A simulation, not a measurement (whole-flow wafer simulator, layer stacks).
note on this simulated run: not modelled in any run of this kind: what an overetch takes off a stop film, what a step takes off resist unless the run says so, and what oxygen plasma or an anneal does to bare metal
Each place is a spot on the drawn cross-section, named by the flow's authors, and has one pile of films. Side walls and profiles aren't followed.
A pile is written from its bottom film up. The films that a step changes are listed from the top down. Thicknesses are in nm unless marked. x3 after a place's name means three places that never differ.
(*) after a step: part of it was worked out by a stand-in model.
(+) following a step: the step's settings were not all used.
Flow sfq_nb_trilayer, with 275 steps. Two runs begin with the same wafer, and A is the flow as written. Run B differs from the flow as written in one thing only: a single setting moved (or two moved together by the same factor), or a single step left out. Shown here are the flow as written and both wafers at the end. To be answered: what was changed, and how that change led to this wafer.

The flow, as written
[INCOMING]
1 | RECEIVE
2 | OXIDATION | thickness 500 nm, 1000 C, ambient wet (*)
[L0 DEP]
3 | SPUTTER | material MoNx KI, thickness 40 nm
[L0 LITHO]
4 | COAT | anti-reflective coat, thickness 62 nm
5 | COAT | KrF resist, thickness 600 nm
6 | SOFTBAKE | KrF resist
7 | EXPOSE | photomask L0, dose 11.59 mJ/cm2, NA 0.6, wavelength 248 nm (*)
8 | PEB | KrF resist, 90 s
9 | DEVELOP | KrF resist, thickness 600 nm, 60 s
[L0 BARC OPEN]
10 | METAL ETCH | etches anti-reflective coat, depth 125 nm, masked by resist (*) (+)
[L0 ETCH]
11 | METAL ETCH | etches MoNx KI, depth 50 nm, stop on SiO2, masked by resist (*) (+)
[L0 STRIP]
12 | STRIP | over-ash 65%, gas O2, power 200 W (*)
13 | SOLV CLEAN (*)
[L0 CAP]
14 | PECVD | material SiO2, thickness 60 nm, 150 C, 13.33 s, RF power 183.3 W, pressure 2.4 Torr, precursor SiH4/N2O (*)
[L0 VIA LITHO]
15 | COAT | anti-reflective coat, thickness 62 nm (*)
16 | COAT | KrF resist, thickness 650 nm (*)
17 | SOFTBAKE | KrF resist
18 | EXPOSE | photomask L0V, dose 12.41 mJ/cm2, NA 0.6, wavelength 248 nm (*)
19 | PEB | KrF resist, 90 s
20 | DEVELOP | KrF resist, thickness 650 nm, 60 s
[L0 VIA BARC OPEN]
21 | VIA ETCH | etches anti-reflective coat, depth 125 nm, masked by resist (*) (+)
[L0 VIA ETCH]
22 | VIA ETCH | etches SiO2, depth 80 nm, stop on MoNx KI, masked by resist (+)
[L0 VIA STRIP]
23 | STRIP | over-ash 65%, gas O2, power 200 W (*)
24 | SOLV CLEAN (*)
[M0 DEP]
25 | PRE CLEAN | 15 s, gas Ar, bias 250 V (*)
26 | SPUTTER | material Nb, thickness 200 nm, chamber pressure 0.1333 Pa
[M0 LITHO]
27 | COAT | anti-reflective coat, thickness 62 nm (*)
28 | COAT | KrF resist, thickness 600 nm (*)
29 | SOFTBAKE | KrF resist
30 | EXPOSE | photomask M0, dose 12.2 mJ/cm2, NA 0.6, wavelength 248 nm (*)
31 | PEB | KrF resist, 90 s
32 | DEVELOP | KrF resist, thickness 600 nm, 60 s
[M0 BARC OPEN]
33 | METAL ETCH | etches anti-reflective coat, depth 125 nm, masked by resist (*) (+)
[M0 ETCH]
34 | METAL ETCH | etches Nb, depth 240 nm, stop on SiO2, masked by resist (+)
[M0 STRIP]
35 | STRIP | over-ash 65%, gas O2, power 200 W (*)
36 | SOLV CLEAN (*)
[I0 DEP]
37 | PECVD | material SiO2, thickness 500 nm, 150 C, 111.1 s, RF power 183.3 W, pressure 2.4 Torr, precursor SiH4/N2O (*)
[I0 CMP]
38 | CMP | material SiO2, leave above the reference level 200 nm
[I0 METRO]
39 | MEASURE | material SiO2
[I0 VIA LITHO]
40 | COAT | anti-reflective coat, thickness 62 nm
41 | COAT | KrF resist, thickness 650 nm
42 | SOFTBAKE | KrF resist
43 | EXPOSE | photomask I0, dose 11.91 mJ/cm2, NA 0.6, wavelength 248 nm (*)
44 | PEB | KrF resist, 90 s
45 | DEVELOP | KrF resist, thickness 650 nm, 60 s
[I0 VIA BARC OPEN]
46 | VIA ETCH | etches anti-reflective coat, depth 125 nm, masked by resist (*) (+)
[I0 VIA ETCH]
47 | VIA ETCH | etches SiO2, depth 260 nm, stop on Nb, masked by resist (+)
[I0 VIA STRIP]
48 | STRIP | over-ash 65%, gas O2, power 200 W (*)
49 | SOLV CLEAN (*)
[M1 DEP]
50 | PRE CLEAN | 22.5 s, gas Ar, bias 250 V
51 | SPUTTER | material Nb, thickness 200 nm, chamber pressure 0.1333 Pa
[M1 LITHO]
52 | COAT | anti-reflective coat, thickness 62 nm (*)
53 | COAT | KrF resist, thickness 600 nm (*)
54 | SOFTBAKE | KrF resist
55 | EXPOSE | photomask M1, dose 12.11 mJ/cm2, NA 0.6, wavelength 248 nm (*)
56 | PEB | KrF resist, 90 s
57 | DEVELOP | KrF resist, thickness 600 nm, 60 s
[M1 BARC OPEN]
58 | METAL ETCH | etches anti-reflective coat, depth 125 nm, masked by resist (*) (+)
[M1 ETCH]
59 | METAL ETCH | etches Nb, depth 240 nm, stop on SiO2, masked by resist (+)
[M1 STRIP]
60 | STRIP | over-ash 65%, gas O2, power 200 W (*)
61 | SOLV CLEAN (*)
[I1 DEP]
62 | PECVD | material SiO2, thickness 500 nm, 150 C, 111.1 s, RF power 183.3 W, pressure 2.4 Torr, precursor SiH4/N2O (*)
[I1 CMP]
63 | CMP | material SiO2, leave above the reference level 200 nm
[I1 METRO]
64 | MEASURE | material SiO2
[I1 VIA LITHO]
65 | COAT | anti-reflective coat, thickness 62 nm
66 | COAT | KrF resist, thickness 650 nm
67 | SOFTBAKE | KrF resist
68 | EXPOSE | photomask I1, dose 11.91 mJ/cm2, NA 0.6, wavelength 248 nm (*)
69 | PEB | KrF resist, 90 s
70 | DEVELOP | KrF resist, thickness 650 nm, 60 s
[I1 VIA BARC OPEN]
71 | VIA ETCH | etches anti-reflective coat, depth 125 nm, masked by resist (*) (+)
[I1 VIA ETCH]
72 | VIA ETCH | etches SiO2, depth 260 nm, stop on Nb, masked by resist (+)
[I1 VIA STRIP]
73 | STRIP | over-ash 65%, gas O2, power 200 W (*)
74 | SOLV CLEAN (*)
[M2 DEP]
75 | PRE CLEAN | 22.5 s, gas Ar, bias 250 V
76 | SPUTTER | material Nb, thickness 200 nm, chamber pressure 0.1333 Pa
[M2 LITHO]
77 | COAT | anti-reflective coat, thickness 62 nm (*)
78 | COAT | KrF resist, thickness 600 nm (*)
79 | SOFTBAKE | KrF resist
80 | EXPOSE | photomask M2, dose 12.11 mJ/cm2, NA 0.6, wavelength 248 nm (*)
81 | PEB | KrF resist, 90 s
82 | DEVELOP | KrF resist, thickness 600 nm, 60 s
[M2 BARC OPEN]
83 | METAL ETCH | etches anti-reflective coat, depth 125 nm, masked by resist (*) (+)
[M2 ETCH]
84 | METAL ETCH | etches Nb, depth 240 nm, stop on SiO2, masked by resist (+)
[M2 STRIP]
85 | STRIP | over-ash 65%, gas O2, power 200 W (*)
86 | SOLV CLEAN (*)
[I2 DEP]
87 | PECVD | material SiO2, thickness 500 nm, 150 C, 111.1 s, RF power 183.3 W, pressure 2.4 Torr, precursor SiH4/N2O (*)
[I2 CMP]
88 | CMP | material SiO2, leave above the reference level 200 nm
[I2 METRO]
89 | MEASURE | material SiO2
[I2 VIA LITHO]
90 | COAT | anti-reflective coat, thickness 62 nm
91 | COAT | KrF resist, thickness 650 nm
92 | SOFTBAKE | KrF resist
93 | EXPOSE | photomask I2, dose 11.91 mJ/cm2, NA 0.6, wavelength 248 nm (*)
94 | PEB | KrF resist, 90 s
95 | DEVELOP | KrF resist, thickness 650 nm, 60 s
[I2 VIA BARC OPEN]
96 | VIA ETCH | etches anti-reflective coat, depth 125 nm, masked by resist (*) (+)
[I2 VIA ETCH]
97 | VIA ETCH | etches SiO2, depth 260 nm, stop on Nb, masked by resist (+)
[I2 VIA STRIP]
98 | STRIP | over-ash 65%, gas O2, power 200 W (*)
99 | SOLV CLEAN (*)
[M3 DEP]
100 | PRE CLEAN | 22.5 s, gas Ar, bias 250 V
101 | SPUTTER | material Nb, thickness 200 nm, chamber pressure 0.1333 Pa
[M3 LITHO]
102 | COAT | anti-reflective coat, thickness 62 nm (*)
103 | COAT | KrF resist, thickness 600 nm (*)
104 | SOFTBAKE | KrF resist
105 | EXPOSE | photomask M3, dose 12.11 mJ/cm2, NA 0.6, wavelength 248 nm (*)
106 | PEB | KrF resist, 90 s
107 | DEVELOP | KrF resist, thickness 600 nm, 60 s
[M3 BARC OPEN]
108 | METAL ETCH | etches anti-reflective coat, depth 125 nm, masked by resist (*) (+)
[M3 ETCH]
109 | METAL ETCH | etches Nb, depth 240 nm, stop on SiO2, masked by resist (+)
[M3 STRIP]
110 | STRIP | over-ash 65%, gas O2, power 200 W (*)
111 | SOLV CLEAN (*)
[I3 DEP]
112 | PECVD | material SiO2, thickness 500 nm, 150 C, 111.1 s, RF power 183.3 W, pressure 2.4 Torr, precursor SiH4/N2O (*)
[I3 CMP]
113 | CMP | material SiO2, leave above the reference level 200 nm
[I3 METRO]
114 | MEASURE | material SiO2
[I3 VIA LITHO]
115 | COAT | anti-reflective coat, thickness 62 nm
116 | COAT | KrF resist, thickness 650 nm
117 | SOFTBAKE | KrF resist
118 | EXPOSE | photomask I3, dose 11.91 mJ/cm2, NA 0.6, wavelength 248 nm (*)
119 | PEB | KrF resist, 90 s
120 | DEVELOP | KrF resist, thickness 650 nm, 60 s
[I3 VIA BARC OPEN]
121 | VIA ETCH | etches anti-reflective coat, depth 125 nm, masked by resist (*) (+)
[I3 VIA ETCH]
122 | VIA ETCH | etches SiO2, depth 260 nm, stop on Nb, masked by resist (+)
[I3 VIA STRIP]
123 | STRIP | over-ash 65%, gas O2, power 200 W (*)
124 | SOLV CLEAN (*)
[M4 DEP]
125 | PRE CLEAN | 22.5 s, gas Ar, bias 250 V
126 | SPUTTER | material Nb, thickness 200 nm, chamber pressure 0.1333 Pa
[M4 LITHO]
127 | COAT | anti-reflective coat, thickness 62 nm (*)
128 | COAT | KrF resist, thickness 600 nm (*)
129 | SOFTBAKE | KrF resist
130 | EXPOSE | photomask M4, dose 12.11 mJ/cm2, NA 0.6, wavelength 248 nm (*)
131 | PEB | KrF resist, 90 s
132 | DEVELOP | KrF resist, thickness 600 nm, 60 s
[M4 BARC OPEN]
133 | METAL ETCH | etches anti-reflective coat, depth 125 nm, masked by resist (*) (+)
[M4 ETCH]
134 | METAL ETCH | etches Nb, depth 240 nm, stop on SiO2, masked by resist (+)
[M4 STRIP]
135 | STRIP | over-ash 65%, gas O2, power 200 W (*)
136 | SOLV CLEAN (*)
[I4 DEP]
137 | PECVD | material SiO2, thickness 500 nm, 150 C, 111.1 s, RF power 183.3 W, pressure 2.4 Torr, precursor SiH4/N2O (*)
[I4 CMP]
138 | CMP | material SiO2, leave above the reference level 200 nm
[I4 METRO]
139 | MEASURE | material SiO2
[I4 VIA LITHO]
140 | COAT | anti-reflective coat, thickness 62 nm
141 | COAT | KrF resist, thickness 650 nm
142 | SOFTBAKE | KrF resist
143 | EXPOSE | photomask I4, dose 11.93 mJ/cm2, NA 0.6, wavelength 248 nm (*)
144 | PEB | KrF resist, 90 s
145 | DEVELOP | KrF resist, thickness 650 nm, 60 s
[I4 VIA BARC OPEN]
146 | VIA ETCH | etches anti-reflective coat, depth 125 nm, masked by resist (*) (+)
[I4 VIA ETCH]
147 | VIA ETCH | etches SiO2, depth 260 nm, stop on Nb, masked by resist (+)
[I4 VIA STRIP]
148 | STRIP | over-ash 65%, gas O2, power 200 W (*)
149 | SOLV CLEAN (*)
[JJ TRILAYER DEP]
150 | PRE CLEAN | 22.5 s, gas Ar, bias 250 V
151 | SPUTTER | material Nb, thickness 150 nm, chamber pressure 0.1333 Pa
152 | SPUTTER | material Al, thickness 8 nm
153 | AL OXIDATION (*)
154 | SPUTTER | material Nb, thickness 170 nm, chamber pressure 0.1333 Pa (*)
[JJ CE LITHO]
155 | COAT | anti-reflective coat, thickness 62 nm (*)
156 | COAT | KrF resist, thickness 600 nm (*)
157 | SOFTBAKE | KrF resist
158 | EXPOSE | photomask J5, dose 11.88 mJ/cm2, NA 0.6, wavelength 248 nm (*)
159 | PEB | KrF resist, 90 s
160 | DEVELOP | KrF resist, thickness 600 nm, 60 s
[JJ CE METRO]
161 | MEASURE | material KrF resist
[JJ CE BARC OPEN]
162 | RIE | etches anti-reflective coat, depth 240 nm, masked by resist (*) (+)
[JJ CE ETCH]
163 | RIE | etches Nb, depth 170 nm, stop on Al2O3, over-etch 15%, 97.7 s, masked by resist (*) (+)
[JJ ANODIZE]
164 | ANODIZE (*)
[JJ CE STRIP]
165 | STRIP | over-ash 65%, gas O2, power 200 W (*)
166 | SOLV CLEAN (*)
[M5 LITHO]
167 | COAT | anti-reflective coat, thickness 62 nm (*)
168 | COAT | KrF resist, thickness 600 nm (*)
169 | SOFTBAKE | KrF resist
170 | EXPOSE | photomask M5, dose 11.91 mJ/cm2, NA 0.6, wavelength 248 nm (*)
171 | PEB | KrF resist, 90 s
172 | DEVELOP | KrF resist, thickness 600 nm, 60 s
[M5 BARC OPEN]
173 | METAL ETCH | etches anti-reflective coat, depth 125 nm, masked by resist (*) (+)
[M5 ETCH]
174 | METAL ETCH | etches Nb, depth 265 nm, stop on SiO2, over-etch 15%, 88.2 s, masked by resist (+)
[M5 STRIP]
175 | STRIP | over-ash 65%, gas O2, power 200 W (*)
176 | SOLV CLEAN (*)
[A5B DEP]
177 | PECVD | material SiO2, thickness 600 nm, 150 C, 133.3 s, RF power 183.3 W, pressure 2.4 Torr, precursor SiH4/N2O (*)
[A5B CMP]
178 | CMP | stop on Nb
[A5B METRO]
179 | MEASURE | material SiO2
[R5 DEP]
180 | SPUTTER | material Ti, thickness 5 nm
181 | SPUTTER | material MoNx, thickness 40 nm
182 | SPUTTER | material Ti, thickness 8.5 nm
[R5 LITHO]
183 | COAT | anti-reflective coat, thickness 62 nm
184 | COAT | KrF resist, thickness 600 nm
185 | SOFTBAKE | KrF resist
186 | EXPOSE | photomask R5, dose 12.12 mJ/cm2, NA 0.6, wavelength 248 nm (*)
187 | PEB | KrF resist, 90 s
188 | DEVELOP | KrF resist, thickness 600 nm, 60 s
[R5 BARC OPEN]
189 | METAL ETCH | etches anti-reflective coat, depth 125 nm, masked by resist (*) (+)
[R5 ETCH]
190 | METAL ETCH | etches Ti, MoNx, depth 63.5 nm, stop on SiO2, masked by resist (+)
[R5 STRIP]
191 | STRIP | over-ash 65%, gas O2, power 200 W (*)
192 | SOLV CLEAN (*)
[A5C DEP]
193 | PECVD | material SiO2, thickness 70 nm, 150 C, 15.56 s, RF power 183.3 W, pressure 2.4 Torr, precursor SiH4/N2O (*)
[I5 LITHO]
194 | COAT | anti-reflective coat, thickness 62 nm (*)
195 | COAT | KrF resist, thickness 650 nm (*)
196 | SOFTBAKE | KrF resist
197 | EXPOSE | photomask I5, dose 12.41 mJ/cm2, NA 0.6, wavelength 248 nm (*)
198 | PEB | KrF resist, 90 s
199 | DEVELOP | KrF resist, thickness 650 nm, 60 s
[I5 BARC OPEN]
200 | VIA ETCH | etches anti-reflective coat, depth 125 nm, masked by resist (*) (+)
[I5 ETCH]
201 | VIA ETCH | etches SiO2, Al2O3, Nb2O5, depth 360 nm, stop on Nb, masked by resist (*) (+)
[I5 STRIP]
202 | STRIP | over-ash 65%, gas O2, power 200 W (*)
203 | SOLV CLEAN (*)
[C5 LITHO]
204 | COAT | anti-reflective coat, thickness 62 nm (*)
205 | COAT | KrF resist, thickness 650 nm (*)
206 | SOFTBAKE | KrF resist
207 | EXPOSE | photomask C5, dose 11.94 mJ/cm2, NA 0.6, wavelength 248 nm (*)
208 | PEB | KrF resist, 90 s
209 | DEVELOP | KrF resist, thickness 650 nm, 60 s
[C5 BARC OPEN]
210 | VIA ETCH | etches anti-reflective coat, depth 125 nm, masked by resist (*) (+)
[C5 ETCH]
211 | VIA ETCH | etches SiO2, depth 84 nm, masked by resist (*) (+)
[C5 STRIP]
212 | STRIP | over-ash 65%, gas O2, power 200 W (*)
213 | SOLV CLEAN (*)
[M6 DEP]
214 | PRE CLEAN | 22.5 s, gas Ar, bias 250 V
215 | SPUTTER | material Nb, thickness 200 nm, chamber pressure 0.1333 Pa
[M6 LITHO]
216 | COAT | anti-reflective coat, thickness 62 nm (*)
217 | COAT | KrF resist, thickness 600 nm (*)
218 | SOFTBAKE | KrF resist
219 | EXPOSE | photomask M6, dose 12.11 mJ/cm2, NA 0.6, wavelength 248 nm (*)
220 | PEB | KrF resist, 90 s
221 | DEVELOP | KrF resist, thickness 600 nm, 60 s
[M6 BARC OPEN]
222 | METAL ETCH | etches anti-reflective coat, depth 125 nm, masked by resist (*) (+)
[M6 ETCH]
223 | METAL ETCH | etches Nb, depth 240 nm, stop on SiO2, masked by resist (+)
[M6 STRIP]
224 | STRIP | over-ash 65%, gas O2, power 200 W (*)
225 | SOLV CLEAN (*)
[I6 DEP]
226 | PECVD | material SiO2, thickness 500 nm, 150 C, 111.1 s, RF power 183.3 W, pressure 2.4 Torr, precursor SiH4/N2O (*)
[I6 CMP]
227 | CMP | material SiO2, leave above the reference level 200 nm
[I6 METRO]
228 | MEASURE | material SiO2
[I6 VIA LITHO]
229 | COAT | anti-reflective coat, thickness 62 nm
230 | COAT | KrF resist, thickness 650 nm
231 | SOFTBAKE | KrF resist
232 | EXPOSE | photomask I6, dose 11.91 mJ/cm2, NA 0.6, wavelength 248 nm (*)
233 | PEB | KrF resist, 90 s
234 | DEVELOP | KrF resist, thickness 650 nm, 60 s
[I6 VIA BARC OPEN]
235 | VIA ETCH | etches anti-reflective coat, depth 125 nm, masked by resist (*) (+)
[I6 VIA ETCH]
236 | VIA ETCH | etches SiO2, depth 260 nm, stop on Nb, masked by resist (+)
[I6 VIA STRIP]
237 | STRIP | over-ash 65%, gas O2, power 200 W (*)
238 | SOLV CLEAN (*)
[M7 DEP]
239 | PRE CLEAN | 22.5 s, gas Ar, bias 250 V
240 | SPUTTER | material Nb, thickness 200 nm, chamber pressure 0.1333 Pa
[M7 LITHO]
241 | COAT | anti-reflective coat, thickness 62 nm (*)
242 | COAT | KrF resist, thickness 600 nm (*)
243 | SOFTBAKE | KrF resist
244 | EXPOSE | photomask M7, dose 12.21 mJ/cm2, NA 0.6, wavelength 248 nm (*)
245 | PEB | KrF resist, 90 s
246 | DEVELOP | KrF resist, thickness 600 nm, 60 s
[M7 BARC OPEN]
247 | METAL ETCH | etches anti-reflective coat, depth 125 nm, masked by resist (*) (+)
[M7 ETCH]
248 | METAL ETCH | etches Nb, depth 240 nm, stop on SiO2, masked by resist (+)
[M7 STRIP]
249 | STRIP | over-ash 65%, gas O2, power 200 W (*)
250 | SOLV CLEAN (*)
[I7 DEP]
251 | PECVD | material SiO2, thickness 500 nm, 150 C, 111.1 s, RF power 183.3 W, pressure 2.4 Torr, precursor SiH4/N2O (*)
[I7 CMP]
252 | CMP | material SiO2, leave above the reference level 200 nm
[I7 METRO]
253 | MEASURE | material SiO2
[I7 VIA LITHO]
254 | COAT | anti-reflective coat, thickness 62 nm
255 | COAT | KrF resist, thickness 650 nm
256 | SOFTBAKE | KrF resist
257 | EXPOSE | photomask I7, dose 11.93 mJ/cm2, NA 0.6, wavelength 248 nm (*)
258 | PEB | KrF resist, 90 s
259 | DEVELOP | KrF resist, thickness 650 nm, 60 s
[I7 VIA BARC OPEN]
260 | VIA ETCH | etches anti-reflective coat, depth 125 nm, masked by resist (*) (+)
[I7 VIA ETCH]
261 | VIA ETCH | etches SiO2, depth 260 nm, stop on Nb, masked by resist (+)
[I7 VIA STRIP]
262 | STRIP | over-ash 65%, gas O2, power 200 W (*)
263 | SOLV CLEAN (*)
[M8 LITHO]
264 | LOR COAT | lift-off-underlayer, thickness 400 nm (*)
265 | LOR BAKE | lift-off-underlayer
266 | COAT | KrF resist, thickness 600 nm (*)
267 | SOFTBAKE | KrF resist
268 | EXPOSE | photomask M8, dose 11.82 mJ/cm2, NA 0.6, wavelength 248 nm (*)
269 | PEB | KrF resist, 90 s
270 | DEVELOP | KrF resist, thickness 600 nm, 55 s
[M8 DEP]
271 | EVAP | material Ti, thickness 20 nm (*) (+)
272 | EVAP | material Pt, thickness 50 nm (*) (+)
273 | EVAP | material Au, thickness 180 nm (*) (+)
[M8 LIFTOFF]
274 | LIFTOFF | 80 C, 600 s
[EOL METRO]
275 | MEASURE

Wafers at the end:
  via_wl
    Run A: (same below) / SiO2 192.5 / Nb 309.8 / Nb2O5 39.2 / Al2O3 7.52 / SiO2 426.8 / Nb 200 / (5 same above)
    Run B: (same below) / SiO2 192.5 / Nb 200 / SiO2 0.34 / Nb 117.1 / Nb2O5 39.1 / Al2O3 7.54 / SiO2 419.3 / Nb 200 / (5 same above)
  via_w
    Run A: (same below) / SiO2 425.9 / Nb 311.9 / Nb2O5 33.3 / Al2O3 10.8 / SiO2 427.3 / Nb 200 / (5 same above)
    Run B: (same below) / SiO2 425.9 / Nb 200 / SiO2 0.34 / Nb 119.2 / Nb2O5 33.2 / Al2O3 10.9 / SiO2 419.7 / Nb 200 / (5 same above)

Cause: step 147, VIA ETCH: depth 192 nm was run, whereas the flow has depth 260 nm.

Step by step, how the change led to this:
  147 | VIA ETCH | etches SiO2, depth 260 nm, stop on Nb, masked by resist (+)
      via_wl, via_w, via_wr: A SiO2 loses 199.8 (all of it) | B SiO2 loses 192
      field_l, v_sur, via_sp and 100 more: A KrF resist loses 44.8 | B KrF resist loses 33.1
  148 | STRIP | over-ash 65%, gas O2, power 200 W (*)
      field_l, v_sur, via_sp and 100 more: A KrF resist loses 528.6 (all of it), anti-reflective coat loses 62 (all of it) | B KrF resist loses 540.3 (all of it), anti-reflective coat loses 62 (all of it)
  150 | PRE CLEAN | 22.5 s, gas Ar, bias 250 V
      via_wl, via_w, via_wr: A Nb loses 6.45 | B SiO2 loses 7.5
  151 | SPUTTER | material Nb, thickness 150 nm, chamber pressure 0.1333 Pa
      via_wl, via_w, via_wr: A Nb gains 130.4 | B Nb gains 131.2 (new film)
  155 | COAT | anti-reflective coat, thickness 62 nm (*)
      via_wl, via_wr: A anti-reflective coat gains 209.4 (new film) | B anti-reflective coat gains 202.8 (new film)
  162 | RIE | etches anti-reflective coat, depth 240 nm, masked by resist (*) (+)
      ce_l, c5j, ce_r, wl_jj: A KrF resist loses 209.4 | B KrF resist loses 202.8
      via_wl, via_wr: A anti-reflective coat loses 209.4 (all of it) | B anti-reflective coat loses 202.8 (all of it)
  165 | STRIP | over-ash 65%, gas O2, power 200 W (*)
      ce_l: A KrF resist loses 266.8 (all of it), anti-reflective coat loses 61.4 (all of it) | B KrF resist loses 273.4 (all of it), anti-reflective coat loses 61.5 (all of it)
      c5j: A KrF resist loses 266.9 (all of it), anti-reflective coat loses 61.5 (all of it) | B KrF resist loses 273.5 (all of it), anti-reflective coat loses 61.5 (all of it)
      (as well as at 2 more places)
  167 | COAT | anti-reflective coat, thickness 62 nm (*)
      via_wl: A anti-reflective coat gains 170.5 (new film) | B anti-reflective coat gains 165.3 (new film)
      via_wr: A anti-reflective coat gains 170.6 (new film) | B anti-reflective coat gains 165.3 (new film)
      (as well as at 2 more places)
  175 | STRIP | over-ash 65%, gas O2, power 200 W (*)
      via_wl: A KrF resist loses 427 (all of it), anti-reflective coat loses 170.5 (all of it) | B KrF resist loses 426.5 (all of it), anti-reflective coat loses 165.3 (all of it)
      via_wr: A KrF resist loses 427.6 (all of it), anti-reflective coat loses 170.6 (all of it) | B KrF resist loses 427.1 (all of it), anti-reflective coat loses 165.3 (all of it)
      (as well as at 2 more places)
  178 | CMP | stop on Nb
      via_wl, via_wr: A SiO2 loses 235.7 | B SiO2 loses 243.2
      via_w: A SiO2 loses 235.2 | B SiO2 loses 242.8
With metal films that touch counted as one body, via_wl has 8 bodies (between them, from the top down: SiO2 192.5; SiO2 419.3 / Al2O3 7.54 / Nb2O5 39.1; SiO2 0.34; SiO2 192.5; SiO2 192.5; SiO2 192.5; SiO2 192.5); the flow as written gives 7 bodies (between them, from the top down: SiO2 192.5; SiO2 426.8 / Al2O3 7.52 / Nb2O5 39.2; SiO2 192.5; SiO2 192.5; SiO2 192.5; SiO2 192.5).
With metal films that touch counted as one body, via_w has 6 bodies (between them, from the top down: SiO2 192.5; SiO2 419.7 / Al2O3 10.9 / Nb2O5 33.2; SiO2 0.34; SiO2 425.9; SiO2 416.9); the flow as written gives 5 bodies (between them, from the top down: SiO2 192.5; SiO2 427.3 / Al2O3 10.8 / Nb2O5 33.3; SiO2 425.9; SiO2 416.9).
